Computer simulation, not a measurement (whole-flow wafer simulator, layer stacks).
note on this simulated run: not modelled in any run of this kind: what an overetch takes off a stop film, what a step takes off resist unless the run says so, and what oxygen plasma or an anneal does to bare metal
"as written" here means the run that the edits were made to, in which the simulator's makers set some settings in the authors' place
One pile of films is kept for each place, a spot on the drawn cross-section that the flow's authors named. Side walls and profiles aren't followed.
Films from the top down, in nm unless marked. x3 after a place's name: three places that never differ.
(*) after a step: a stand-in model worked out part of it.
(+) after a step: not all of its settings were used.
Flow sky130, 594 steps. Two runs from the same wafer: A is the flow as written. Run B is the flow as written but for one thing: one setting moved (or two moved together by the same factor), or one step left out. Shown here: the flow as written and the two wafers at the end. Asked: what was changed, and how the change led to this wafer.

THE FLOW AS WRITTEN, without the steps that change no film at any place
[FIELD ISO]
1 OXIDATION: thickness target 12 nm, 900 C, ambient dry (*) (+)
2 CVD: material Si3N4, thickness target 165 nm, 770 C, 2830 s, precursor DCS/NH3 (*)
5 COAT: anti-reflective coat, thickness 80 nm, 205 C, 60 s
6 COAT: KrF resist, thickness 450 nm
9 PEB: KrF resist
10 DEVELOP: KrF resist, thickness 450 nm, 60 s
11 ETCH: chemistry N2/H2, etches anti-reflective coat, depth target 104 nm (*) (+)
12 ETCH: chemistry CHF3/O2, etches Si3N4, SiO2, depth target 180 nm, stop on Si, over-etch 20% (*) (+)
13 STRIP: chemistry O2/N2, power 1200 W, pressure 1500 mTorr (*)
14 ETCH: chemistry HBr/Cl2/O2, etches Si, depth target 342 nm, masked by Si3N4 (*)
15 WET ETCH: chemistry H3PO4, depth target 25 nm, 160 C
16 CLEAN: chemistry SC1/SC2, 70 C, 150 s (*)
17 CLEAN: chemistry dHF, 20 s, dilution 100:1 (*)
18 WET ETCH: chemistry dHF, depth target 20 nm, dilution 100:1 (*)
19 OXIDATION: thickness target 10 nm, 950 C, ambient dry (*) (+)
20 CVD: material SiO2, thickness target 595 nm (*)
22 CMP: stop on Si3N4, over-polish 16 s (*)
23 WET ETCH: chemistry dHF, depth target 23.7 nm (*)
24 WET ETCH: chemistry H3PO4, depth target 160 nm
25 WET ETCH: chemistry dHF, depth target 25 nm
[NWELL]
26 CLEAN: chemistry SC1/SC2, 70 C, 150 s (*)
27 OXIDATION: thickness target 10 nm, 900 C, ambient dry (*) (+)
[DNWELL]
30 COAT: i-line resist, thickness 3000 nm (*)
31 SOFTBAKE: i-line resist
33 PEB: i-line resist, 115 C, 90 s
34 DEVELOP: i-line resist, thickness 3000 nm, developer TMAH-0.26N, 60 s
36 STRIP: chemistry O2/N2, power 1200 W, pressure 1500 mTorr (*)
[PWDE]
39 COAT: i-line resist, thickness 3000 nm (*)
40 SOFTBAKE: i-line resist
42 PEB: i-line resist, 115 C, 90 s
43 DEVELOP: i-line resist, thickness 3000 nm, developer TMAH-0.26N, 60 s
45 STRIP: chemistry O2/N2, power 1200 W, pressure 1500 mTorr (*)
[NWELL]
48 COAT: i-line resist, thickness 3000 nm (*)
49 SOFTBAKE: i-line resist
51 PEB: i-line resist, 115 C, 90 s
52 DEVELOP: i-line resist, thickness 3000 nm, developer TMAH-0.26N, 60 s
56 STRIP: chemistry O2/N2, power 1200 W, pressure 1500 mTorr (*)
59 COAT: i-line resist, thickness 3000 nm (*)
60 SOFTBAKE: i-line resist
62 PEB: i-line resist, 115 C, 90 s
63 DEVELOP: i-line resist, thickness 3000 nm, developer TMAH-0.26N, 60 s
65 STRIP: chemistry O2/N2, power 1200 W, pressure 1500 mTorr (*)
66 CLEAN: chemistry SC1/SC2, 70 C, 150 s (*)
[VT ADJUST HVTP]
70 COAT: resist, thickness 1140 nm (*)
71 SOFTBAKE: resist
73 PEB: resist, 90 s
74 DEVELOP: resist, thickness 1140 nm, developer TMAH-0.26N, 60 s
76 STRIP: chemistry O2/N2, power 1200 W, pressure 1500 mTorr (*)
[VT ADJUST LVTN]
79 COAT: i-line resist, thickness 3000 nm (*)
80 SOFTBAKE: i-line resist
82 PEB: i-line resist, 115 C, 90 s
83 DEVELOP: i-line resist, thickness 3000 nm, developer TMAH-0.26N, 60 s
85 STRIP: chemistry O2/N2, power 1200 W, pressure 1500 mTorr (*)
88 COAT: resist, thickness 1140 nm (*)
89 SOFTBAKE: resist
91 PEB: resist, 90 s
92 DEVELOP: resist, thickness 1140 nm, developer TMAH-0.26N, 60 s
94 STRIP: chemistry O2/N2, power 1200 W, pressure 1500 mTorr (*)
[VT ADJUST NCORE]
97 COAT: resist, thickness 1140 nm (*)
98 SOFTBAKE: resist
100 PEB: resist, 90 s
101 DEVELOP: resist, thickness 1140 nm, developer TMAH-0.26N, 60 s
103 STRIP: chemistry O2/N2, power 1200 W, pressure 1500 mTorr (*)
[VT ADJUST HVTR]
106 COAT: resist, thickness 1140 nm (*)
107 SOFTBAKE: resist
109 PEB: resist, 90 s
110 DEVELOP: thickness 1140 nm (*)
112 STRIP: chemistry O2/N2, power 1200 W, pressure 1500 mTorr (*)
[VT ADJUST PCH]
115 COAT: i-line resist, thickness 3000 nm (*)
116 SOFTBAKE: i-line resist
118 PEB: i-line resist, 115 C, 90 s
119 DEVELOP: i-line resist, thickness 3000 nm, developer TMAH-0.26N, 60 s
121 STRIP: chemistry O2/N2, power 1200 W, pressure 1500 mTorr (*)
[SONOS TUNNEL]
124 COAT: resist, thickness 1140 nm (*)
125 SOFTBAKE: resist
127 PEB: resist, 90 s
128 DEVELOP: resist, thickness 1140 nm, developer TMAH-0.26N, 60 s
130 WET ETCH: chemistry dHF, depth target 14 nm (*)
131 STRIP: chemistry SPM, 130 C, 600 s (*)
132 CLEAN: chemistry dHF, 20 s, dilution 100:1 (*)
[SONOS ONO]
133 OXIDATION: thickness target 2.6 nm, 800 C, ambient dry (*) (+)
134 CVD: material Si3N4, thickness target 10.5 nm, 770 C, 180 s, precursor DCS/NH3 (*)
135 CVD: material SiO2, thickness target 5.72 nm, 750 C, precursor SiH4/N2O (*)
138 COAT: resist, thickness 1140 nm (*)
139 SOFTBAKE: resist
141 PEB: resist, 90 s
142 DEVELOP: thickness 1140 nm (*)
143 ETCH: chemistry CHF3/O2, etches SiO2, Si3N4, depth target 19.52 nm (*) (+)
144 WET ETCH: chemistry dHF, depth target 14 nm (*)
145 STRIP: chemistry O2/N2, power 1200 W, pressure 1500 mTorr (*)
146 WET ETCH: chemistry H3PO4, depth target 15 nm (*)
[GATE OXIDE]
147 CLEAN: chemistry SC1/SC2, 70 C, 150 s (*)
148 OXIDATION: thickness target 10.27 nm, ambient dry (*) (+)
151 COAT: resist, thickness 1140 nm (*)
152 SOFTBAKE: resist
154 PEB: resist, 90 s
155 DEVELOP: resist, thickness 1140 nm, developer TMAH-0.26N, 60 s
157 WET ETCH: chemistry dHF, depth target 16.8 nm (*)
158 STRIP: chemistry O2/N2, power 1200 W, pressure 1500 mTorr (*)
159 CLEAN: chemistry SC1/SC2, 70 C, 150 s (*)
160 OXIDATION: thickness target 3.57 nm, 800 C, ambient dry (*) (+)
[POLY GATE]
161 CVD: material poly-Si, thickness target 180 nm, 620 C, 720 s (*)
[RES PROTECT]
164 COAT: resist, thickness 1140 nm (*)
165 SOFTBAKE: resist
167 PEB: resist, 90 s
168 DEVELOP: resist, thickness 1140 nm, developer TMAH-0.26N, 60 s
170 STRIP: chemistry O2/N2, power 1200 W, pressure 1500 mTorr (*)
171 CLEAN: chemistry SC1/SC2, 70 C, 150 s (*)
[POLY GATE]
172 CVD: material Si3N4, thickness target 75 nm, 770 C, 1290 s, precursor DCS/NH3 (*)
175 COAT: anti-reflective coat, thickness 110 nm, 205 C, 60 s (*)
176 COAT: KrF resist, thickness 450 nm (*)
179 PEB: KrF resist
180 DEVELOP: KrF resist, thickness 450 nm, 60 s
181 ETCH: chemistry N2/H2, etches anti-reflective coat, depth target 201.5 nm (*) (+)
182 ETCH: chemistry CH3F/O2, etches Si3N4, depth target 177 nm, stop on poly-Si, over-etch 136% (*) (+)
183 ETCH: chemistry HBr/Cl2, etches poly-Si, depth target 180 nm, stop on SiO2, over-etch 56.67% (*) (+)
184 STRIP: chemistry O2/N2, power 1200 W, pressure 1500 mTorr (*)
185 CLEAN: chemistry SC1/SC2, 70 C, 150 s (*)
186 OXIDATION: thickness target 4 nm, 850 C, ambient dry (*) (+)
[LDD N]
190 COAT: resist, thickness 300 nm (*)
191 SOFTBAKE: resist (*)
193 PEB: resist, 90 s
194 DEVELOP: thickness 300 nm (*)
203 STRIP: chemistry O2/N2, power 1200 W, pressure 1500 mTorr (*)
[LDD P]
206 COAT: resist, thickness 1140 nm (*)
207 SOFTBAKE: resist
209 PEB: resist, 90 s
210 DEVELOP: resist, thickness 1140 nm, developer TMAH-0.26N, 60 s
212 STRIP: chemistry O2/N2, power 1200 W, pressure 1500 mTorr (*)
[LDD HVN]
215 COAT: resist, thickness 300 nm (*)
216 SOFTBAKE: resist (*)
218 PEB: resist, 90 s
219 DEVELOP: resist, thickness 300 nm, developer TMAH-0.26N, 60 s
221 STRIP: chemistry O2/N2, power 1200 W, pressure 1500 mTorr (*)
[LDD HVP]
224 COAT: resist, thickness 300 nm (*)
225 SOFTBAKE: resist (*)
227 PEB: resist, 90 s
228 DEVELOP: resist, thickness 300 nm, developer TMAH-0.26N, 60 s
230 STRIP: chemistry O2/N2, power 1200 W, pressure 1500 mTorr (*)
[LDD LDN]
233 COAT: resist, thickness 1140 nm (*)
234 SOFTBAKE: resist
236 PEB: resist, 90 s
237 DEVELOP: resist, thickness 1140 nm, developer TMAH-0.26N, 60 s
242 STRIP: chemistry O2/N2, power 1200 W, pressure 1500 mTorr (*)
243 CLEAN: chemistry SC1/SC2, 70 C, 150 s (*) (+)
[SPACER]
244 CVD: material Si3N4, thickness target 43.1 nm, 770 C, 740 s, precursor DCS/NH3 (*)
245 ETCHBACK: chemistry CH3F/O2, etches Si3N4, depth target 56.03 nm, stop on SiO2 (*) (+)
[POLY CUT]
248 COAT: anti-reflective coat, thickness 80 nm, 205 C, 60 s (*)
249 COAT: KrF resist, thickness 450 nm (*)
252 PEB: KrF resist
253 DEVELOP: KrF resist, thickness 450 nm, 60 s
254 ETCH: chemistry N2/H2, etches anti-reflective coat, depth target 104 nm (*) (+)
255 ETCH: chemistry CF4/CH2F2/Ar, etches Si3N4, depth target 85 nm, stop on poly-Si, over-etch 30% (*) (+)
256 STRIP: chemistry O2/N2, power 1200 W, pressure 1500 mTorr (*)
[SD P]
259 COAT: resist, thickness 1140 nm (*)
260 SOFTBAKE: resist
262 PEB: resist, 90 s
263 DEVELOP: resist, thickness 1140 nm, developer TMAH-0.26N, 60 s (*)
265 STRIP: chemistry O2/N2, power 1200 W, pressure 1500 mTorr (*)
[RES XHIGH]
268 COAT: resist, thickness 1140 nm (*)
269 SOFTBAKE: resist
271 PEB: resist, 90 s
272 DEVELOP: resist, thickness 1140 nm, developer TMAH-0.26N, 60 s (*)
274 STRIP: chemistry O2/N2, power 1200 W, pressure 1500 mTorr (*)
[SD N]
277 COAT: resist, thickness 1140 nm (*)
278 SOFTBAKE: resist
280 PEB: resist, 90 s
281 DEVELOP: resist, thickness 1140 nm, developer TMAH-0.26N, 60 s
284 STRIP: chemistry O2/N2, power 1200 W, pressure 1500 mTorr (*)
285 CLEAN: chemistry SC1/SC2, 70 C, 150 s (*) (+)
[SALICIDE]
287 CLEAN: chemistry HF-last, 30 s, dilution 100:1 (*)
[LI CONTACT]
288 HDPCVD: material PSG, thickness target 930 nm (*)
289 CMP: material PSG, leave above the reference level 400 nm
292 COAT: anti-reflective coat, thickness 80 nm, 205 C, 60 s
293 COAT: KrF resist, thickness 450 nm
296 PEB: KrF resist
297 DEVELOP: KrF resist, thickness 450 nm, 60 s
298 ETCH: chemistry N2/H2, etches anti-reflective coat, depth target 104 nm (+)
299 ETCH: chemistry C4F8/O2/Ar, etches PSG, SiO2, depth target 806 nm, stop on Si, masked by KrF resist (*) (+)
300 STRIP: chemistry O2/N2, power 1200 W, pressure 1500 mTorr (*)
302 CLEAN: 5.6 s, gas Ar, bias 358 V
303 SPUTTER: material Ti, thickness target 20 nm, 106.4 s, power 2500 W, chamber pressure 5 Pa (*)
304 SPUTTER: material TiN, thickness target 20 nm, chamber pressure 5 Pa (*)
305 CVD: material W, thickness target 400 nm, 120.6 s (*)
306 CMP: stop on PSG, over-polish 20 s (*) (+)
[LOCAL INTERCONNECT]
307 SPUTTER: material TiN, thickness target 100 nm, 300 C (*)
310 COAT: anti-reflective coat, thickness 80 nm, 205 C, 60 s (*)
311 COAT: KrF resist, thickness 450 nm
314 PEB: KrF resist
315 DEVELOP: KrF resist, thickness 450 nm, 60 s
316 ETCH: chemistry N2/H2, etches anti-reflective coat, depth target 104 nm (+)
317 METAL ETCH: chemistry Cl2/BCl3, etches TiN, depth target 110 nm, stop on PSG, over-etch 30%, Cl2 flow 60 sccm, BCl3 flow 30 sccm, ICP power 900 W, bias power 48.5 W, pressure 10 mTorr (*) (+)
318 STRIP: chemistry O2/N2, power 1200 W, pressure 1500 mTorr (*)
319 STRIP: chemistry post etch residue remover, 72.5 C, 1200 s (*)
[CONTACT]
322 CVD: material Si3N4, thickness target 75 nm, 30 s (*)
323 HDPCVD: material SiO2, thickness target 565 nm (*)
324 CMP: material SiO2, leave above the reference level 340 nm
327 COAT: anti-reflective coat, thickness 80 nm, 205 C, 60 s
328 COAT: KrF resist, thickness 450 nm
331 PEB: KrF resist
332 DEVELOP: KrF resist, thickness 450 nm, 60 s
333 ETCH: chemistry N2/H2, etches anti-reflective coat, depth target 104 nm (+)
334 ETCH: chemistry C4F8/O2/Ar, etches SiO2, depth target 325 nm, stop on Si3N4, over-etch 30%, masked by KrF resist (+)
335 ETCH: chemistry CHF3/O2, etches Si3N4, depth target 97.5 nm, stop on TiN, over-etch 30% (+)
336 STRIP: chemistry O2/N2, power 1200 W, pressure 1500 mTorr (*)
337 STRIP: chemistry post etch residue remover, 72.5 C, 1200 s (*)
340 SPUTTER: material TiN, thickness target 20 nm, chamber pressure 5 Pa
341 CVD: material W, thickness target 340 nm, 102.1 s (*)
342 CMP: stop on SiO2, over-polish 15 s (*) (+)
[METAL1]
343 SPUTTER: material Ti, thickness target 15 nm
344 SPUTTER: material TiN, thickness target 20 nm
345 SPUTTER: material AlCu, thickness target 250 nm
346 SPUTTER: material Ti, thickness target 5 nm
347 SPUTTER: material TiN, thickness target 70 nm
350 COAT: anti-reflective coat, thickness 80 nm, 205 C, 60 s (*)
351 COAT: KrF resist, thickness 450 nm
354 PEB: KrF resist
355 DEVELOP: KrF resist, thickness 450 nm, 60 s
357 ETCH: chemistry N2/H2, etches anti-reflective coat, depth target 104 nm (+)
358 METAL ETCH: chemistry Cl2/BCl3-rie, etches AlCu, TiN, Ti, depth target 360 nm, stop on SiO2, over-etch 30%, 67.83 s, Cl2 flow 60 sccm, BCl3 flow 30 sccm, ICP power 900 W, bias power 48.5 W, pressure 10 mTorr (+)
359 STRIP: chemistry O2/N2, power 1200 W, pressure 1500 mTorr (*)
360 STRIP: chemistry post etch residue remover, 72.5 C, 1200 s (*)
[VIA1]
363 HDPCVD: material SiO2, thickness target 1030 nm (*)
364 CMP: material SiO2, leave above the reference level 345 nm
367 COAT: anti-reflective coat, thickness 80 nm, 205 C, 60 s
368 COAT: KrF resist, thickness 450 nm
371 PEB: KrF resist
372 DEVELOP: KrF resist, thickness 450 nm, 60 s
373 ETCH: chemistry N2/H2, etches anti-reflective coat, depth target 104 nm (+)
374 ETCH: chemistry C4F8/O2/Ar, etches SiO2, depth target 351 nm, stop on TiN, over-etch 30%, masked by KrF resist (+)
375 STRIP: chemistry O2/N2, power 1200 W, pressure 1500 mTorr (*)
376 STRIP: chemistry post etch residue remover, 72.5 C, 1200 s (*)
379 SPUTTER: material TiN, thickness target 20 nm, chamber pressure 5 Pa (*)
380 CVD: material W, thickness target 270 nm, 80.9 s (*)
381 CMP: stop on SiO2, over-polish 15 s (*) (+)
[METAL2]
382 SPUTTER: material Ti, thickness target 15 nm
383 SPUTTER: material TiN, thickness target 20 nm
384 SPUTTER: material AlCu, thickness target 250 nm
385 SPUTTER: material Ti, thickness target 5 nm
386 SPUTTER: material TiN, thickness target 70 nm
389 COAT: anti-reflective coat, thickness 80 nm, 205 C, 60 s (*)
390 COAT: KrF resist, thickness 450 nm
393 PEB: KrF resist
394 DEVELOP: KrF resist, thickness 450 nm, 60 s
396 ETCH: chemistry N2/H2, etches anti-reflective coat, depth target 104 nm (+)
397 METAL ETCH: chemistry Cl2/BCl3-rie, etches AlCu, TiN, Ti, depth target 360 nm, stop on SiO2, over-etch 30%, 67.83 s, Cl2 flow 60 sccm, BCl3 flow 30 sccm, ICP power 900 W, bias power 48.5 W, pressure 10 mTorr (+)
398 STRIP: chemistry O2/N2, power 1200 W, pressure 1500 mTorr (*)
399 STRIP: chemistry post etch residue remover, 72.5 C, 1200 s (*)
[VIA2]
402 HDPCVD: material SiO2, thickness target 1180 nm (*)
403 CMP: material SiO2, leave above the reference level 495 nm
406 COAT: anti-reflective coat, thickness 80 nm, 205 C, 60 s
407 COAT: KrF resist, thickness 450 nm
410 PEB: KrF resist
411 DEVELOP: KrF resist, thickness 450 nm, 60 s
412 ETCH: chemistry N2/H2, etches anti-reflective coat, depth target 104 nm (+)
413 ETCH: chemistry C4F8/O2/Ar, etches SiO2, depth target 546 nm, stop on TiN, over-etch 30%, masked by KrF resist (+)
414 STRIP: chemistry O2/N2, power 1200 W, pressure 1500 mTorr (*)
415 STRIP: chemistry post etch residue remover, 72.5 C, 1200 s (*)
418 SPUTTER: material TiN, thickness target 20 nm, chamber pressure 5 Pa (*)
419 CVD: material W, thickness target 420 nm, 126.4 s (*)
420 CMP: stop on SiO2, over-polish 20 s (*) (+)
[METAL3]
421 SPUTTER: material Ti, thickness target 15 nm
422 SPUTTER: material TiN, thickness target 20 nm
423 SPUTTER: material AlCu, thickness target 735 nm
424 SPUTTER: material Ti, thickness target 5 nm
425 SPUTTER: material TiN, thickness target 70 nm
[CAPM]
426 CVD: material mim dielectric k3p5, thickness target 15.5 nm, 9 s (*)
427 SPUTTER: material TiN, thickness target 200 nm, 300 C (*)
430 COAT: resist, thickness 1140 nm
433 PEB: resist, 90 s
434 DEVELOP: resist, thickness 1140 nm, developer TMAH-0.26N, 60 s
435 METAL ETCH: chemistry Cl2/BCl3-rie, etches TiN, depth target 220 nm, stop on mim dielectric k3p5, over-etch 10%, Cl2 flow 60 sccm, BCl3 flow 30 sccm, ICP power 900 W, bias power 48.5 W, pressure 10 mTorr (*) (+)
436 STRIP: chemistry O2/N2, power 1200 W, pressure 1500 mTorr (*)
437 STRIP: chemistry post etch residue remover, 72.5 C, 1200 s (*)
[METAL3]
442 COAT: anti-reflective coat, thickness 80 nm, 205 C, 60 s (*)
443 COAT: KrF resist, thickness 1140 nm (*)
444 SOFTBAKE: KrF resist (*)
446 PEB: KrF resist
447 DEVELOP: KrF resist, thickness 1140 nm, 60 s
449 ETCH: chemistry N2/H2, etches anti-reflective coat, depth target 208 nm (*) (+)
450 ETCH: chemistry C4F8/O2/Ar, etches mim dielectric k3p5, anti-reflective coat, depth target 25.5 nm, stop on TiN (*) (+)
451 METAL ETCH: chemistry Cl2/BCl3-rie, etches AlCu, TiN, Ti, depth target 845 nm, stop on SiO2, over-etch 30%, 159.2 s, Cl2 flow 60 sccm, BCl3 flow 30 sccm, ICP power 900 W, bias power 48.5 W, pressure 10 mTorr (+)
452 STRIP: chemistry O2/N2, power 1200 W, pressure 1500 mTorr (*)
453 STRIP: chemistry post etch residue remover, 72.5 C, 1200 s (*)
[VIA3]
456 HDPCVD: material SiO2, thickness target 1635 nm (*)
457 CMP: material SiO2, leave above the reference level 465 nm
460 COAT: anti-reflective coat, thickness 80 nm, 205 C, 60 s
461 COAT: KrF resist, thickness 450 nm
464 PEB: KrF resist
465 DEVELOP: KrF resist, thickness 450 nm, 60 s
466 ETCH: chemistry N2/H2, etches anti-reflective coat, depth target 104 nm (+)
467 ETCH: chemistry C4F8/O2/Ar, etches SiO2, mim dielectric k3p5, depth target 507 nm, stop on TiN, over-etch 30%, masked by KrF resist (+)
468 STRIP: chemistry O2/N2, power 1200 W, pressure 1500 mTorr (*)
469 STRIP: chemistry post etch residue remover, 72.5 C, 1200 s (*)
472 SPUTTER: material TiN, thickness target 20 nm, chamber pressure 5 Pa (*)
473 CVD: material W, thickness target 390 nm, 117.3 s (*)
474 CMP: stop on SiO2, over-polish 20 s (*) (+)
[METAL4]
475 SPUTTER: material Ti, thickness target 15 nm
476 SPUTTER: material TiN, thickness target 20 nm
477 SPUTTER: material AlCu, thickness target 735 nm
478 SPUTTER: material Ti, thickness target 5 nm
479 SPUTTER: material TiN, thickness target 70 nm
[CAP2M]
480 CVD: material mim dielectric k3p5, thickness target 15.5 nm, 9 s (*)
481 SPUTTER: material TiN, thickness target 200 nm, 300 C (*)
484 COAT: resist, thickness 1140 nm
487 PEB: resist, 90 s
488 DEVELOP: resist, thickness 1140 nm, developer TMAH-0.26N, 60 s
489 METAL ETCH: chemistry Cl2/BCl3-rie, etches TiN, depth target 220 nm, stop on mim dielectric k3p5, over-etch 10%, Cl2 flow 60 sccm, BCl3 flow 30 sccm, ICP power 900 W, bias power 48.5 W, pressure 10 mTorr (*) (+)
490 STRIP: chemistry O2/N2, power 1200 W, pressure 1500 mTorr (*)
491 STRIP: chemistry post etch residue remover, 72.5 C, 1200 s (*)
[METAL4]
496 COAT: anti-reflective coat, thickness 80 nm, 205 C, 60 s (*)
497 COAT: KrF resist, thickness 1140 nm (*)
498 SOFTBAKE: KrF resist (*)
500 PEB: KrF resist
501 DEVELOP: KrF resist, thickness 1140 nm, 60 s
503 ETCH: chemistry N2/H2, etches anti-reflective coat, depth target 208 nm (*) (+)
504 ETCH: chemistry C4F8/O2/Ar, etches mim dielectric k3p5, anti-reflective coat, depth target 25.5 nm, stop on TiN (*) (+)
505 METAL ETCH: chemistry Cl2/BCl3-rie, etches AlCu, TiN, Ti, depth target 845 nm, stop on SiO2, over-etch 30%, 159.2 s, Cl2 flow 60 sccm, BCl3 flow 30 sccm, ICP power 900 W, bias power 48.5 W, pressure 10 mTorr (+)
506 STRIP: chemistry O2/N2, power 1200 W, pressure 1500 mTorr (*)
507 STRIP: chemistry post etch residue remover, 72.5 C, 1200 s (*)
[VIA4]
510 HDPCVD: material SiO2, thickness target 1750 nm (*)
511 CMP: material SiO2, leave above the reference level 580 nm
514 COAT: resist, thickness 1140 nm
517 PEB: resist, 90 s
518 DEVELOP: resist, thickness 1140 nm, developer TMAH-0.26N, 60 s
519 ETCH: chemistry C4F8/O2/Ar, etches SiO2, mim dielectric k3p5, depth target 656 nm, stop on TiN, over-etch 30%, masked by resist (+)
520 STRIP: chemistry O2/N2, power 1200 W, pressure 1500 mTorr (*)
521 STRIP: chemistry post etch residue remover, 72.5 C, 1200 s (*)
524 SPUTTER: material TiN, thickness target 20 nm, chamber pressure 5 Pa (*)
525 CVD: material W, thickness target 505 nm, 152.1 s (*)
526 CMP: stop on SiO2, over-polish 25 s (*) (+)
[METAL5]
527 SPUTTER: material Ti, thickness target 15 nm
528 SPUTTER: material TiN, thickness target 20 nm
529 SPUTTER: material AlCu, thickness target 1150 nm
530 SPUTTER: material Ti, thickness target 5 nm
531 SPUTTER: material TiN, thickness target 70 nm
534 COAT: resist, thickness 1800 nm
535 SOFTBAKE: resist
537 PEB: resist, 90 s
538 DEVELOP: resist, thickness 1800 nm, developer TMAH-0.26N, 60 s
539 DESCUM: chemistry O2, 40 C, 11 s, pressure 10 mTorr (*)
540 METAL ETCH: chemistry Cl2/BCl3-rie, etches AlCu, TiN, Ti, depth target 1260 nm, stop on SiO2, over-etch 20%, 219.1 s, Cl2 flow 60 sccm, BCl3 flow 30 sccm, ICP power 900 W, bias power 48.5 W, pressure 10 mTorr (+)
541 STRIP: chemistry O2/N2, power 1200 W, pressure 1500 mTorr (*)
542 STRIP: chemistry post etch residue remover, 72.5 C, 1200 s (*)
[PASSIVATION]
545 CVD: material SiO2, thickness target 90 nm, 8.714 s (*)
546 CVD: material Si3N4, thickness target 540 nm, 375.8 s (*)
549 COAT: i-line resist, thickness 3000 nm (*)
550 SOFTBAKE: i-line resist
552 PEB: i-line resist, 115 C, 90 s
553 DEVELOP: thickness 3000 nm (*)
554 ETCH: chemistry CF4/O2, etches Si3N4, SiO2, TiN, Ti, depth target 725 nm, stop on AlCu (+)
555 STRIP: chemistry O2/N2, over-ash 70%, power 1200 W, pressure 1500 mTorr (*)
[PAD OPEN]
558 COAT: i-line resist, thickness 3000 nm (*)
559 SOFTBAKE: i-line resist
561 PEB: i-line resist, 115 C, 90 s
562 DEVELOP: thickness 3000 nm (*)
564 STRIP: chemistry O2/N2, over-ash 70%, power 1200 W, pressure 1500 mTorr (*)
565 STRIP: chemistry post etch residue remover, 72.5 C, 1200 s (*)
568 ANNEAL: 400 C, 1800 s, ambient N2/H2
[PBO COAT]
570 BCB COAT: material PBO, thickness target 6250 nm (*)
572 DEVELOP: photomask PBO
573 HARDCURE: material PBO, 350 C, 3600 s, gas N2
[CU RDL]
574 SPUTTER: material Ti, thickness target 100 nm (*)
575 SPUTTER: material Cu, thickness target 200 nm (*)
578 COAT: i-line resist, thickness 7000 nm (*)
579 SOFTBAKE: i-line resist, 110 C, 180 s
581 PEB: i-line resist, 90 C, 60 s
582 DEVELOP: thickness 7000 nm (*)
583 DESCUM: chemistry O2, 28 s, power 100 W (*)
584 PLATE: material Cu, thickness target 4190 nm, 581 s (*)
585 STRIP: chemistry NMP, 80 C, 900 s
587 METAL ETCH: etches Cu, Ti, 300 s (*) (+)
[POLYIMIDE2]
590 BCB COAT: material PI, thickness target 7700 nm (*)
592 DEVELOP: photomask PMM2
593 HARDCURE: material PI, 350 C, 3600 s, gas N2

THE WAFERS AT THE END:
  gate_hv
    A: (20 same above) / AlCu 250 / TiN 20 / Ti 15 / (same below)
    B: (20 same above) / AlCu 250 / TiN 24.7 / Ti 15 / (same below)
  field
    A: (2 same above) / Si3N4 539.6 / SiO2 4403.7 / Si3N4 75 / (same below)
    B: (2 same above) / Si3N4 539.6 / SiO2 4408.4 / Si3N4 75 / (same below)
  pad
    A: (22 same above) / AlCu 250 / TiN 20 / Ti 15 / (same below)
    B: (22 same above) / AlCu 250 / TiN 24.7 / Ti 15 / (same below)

The cause: step 383, SPUTTER: thickness target 24.7 nm was run, where the flow has thickness target 20 nm.
It can be read off the wafer: gate_hv has TiN 24.7, and step 383 as written asks for 20 nm.

How the change led to this, step by step:
  383 SPUTTER: material TiN, thickness target 20 nm
      field, active, n_well and 188 more: A TiN +20 (new film) | B TiN +24.7 (new film)
  397 METAL ETCH: chemistry Cl2/BCl3-rie, etches AlCu, TiN, Ti, depth target 360 nm, stop on SiO2, over-etch 30%, 67.83 s, Cl2 flow 60 sccm, BCl3 flow 30 sccm, ICP power 900 W, bias power 48.5 W, pressure 10 mTorr (+)
      field, active, gate and 82 more: A TiN -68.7 (all of it), Ti -5 (all of it), AlCu -250 (all of it), TiN -20 (all of it), Ti -15 (all of it), SiO2 -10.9 | B TiN -68.7 (all of it), Ti -5 (all of it), AlCu -250 (all of it), TiN -24.7 (all of it), Ti -15 (all of it), SiO2 -10.5
